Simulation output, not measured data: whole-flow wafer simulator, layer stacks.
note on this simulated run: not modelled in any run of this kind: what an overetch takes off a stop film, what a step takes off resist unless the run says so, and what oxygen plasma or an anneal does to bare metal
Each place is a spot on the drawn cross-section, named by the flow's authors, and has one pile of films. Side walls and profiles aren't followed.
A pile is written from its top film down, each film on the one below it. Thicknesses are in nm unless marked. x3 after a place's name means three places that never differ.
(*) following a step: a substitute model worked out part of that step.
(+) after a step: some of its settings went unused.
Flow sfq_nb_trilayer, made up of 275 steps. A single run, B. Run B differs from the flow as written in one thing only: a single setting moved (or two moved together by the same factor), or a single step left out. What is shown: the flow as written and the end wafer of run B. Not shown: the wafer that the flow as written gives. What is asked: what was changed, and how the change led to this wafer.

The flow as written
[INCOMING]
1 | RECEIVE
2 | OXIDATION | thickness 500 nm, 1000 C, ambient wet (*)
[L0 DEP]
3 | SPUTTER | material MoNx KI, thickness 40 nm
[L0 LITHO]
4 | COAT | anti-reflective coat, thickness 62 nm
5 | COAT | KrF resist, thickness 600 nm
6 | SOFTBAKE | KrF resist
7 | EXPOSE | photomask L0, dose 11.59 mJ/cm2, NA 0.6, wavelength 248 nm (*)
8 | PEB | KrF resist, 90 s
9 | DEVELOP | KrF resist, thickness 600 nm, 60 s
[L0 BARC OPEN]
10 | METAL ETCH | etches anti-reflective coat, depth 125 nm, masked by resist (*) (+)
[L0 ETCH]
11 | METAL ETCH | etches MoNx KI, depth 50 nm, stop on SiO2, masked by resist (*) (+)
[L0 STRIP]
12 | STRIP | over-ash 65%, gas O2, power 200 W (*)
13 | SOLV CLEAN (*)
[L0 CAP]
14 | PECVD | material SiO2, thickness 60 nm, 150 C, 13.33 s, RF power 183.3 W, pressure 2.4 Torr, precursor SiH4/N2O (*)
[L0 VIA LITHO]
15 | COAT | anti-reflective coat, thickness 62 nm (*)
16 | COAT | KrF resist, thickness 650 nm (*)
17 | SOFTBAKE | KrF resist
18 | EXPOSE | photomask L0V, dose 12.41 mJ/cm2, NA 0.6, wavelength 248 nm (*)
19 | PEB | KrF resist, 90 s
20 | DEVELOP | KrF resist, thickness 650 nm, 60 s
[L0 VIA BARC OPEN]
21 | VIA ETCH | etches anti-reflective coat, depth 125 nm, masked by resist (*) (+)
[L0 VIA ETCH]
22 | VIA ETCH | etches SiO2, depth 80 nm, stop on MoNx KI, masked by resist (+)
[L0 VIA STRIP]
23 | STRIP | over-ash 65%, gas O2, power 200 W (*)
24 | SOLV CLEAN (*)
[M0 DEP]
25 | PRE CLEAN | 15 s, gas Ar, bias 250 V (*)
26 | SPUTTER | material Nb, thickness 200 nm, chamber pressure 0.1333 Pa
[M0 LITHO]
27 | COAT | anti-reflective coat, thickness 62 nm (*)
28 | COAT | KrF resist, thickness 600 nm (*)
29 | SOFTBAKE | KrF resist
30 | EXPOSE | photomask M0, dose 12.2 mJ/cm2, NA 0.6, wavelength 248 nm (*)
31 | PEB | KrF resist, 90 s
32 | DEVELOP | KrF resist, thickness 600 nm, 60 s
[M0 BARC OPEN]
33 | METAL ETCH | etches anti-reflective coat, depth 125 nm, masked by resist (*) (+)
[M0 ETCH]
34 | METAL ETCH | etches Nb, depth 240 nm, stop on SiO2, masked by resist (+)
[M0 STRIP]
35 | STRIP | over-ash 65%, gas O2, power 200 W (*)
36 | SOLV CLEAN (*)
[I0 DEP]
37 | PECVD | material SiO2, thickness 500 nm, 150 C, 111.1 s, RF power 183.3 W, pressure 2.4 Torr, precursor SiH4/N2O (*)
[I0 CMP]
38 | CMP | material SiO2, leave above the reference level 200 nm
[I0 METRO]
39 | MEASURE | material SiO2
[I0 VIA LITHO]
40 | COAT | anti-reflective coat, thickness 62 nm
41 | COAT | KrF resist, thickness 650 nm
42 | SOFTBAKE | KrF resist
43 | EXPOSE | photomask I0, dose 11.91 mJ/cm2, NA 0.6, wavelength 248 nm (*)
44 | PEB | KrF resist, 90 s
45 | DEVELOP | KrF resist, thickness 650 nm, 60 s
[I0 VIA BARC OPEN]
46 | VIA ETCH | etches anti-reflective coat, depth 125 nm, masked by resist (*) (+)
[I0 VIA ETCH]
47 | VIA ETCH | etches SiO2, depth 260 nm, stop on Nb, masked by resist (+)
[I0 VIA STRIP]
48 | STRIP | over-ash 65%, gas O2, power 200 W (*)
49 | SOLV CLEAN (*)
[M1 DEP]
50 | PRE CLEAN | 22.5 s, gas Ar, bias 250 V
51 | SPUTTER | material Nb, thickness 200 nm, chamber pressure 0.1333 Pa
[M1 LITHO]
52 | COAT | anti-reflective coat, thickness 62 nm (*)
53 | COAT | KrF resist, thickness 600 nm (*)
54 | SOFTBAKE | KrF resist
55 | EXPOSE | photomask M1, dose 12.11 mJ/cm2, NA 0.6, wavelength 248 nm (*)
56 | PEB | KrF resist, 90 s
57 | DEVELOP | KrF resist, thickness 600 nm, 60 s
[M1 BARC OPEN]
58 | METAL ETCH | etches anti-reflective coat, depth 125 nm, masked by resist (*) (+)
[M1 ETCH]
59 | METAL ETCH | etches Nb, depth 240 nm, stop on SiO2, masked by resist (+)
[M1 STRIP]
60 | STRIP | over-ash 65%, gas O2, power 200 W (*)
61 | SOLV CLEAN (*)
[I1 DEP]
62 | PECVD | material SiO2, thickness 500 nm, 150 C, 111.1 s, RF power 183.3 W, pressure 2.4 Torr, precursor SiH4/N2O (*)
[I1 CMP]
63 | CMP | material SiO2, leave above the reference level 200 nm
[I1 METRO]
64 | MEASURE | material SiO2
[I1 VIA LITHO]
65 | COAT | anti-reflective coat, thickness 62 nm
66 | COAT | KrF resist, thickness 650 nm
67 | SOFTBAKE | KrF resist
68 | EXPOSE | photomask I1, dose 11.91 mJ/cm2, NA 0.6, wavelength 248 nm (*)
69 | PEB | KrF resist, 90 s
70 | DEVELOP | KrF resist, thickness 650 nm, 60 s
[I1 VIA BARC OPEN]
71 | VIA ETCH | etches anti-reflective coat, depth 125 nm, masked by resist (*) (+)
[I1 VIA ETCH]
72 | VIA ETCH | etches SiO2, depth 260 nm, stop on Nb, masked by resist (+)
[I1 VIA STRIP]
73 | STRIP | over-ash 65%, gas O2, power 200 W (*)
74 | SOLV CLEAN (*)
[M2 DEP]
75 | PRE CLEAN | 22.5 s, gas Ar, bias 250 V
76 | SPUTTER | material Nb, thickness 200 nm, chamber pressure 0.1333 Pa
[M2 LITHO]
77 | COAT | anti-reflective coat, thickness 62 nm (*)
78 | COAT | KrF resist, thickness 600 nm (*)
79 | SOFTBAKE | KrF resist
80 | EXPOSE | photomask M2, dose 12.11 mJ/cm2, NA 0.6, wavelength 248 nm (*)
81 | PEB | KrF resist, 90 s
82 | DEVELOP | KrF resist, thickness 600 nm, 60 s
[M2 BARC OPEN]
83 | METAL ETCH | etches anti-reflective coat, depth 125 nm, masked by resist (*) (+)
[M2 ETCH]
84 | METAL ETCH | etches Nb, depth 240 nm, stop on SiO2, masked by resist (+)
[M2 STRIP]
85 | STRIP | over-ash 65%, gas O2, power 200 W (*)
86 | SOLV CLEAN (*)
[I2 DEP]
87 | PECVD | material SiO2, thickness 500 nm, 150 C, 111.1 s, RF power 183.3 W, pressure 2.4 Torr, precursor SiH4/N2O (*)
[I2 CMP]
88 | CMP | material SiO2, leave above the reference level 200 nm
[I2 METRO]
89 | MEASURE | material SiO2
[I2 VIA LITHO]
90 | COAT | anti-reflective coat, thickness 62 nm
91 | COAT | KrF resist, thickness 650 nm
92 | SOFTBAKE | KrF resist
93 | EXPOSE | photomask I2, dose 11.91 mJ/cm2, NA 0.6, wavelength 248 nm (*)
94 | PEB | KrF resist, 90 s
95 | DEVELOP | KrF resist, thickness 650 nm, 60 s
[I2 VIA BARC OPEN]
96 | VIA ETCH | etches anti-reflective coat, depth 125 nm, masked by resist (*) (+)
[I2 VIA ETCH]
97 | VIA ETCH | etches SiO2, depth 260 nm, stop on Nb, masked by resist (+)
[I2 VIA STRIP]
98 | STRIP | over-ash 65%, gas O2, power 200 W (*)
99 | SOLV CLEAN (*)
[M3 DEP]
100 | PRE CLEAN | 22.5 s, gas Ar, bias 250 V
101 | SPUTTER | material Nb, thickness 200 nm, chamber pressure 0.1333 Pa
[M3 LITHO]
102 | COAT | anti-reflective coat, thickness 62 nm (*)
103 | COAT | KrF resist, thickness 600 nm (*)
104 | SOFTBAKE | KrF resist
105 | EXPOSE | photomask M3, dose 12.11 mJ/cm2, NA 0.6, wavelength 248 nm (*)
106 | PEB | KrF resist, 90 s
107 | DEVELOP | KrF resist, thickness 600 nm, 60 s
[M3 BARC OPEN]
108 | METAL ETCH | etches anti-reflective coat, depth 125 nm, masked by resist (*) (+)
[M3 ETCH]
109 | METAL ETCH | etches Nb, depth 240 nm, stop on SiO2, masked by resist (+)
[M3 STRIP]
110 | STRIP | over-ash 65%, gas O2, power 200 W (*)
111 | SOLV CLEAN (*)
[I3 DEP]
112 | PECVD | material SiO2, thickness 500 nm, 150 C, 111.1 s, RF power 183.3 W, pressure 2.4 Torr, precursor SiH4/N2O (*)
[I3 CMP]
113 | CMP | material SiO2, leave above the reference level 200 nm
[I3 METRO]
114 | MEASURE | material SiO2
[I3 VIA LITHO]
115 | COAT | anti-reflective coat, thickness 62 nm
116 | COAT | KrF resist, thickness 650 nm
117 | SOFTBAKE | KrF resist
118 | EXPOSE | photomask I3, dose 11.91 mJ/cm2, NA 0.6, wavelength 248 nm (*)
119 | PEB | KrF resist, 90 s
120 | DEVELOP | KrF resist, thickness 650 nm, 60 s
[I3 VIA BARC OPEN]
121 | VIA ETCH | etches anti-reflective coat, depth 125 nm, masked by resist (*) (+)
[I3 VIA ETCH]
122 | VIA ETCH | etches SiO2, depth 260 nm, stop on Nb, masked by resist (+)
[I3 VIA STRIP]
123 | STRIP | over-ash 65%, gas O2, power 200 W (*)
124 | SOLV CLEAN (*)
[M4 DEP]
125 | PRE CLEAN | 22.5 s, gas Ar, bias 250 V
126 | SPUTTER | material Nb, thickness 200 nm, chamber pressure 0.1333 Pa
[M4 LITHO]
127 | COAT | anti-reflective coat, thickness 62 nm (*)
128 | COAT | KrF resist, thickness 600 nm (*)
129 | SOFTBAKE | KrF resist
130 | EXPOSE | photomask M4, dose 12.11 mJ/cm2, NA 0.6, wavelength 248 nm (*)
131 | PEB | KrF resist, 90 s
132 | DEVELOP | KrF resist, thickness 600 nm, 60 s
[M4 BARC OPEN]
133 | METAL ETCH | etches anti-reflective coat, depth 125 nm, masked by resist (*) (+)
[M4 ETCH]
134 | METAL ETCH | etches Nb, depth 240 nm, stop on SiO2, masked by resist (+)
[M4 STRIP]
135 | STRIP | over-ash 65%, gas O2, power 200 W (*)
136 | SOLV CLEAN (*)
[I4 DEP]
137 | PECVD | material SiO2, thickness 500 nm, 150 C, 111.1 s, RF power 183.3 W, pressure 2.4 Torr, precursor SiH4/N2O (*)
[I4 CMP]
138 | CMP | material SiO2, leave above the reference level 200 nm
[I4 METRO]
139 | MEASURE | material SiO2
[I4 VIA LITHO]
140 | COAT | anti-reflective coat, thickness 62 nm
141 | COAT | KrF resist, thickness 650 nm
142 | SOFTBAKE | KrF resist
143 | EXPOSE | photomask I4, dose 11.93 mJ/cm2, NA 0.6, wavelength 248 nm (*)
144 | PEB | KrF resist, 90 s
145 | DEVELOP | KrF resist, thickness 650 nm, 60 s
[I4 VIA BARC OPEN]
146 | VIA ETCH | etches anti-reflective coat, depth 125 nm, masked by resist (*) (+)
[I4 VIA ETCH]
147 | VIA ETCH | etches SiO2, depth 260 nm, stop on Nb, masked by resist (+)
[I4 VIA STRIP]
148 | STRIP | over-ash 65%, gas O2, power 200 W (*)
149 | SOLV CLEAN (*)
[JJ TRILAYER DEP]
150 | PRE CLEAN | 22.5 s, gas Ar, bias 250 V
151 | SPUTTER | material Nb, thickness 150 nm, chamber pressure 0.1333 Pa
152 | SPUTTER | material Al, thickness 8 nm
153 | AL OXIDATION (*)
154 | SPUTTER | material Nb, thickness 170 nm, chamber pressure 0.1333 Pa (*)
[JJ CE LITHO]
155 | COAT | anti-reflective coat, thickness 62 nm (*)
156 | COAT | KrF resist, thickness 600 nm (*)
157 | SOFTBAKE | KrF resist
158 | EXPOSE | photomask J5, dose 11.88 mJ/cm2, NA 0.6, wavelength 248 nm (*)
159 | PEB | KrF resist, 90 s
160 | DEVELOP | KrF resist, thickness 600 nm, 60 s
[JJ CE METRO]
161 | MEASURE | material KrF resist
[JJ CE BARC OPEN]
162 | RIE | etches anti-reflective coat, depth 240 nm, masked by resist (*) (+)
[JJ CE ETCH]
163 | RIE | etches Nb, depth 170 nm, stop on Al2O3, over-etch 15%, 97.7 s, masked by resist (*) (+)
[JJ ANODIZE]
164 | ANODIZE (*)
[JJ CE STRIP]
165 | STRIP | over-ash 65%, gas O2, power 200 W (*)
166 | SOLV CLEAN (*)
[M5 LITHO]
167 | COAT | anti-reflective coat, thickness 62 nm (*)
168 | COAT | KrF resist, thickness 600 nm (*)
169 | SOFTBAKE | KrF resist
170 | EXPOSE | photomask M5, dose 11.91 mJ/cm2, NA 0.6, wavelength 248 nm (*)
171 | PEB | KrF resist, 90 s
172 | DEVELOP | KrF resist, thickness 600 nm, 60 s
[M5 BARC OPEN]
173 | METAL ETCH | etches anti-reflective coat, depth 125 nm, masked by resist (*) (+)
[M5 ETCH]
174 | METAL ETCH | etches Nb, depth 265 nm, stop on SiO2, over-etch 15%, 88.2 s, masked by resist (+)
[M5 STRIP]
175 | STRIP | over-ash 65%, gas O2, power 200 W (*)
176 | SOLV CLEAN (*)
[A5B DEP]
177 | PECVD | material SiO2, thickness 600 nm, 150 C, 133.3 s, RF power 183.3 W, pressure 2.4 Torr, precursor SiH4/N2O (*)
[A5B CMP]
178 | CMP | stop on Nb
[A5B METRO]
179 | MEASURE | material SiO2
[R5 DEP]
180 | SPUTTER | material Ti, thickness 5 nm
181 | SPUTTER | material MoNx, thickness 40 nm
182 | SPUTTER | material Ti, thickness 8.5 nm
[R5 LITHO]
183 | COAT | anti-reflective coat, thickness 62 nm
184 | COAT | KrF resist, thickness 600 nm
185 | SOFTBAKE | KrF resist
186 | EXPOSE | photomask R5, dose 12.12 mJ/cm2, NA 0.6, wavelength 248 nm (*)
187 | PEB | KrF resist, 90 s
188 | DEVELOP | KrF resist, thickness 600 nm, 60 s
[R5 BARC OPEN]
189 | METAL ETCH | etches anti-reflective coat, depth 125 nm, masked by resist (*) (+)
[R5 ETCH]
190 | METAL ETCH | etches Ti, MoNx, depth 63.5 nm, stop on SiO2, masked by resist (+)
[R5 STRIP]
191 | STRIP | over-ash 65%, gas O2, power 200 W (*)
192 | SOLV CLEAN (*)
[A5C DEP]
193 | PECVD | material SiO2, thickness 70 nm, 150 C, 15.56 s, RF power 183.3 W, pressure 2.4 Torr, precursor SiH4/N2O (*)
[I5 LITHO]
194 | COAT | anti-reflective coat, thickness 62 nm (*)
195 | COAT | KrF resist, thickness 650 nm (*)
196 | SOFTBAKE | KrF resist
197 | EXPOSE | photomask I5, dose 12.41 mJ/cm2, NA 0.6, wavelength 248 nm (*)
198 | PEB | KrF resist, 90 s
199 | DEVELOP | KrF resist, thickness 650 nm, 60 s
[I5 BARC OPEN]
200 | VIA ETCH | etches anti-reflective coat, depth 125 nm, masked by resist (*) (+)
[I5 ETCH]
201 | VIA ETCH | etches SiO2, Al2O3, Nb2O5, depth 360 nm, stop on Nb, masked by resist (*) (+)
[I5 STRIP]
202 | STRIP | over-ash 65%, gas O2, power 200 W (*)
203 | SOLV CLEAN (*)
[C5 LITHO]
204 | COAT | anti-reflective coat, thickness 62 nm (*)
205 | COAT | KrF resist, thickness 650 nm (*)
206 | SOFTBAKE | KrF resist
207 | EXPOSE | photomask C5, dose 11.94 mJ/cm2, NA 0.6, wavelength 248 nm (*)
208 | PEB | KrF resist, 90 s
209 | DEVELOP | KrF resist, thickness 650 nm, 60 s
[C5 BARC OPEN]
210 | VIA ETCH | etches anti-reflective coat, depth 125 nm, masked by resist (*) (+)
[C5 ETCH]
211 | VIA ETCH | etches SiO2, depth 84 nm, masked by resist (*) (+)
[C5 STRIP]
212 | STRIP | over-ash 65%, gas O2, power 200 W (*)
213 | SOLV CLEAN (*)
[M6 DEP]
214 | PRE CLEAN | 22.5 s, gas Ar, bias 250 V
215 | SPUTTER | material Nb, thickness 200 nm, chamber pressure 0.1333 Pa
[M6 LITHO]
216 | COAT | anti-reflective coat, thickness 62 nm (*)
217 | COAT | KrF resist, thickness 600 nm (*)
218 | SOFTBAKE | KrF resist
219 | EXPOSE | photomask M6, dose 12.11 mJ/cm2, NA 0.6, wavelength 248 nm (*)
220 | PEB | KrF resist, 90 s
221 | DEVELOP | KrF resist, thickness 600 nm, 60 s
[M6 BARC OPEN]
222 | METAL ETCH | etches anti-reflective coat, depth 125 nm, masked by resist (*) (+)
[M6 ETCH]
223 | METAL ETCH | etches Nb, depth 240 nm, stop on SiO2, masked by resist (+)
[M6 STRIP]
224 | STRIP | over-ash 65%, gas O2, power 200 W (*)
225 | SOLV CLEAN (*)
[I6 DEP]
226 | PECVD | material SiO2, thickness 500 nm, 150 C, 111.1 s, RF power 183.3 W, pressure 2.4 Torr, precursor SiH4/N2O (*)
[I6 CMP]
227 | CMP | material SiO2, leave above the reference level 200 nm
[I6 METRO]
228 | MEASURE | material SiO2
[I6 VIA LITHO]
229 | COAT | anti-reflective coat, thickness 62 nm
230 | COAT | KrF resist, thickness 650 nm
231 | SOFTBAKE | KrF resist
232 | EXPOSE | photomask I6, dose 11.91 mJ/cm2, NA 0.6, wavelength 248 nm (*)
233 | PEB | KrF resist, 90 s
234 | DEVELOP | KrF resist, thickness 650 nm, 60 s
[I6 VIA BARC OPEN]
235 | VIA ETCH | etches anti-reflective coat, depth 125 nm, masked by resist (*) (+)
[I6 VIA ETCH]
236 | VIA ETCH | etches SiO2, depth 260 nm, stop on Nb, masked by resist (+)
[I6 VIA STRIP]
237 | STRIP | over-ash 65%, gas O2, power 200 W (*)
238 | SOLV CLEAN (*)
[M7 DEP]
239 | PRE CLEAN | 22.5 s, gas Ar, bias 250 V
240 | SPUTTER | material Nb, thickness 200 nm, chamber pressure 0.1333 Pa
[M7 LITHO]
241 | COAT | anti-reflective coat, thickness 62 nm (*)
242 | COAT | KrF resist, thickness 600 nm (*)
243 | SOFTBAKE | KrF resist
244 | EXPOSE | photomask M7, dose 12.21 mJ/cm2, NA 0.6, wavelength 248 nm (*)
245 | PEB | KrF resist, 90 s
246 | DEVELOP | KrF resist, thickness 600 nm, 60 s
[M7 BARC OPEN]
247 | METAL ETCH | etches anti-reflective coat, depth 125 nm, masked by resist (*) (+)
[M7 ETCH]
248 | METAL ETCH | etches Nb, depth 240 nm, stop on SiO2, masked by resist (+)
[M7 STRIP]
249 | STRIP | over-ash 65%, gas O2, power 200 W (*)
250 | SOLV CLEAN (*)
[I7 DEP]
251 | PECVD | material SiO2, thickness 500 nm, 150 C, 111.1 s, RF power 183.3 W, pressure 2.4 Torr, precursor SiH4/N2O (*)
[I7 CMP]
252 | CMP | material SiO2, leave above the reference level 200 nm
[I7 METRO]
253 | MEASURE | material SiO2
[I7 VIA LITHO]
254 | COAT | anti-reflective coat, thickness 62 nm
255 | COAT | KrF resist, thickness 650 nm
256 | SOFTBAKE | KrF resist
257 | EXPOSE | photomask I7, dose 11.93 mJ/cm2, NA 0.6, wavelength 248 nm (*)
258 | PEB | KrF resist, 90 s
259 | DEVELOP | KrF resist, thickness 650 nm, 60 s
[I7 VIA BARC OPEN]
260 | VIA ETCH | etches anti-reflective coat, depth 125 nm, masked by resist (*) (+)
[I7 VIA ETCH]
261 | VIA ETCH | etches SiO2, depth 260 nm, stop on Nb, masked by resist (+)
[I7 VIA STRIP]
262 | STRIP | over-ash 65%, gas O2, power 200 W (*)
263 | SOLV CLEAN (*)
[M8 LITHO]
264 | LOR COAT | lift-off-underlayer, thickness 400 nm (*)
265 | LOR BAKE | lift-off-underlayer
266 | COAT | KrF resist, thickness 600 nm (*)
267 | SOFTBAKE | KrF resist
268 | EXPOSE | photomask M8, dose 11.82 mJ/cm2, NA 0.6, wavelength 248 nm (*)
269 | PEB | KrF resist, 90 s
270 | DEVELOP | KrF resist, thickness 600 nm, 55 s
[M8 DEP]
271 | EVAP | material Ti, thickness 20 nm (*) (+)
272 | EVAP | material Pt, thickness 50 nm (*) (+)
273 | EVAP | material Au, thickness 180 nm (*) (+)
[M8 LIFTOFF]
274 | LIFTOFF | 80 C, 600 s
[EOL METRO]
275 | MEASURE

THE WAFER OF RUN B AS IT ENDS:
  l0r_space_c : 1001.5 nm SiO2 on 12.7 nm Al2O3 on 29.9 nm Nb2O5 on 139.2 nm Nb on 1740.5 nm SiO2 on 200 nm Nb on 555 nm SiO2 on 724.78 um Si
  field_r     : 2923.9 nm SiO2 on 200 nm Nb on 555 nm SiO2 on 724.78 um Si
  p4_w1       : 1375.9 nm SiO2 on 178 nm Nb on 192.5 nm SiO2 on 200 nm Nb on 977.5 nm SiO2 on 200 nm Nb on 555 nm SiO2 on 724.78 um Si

Cause: step 126, SPUTTER: thickness 178 nm was run, whereas the flow has thickness 200 nm.
The wafer lets one read it off: p4_w1 has Nb 178, and step 126 as written asks for 200 nm.

How this came from the change, step by step:
  126 | SPUTTER | material Nb, thickness 200 nm, chamber pressure 0.1333 Pa
      field_l, v_sur, via_wl and 102 more: Nb gains 178 (new film) (as written it would have been: Nb gains 200 (new film))
      via_v: Nb gains 147.2 (as written it would have been: Nb gains 165.5)
  134 | METAL ETCH | etches Nb, depth 240 nm, stop on SiO2, masked by resist (+)
      field_l, be, be_sur and 64 more: Nb loses 178 (all of it) (as written it would have been: Nb loses 200 (all of it))
  137 | PECVD | material SiO2, thickness 500 nm, 150 C, 111.1 s, RF power 183.3 W, pressure 2.4 Torr, precursor SiH4/N2O (*)
      p3_s0, p3_s1, p3_s2, p3_s3, p3_s4, p3_s5: SiO2 gains 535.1 (as written it would have been: SiO2 gains 557.1)
  138 | CMP | material SiO2, leave above the reference level 200 nm
      field_l, be, be_sur and 55 more: SiO2 loses 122 (as written it would have been: SiO2 loses 100)
      lsp_r, l0_sur, l0v: SiO2 loses 114.8 (as written it would have been: SiO2 loses 91.9)
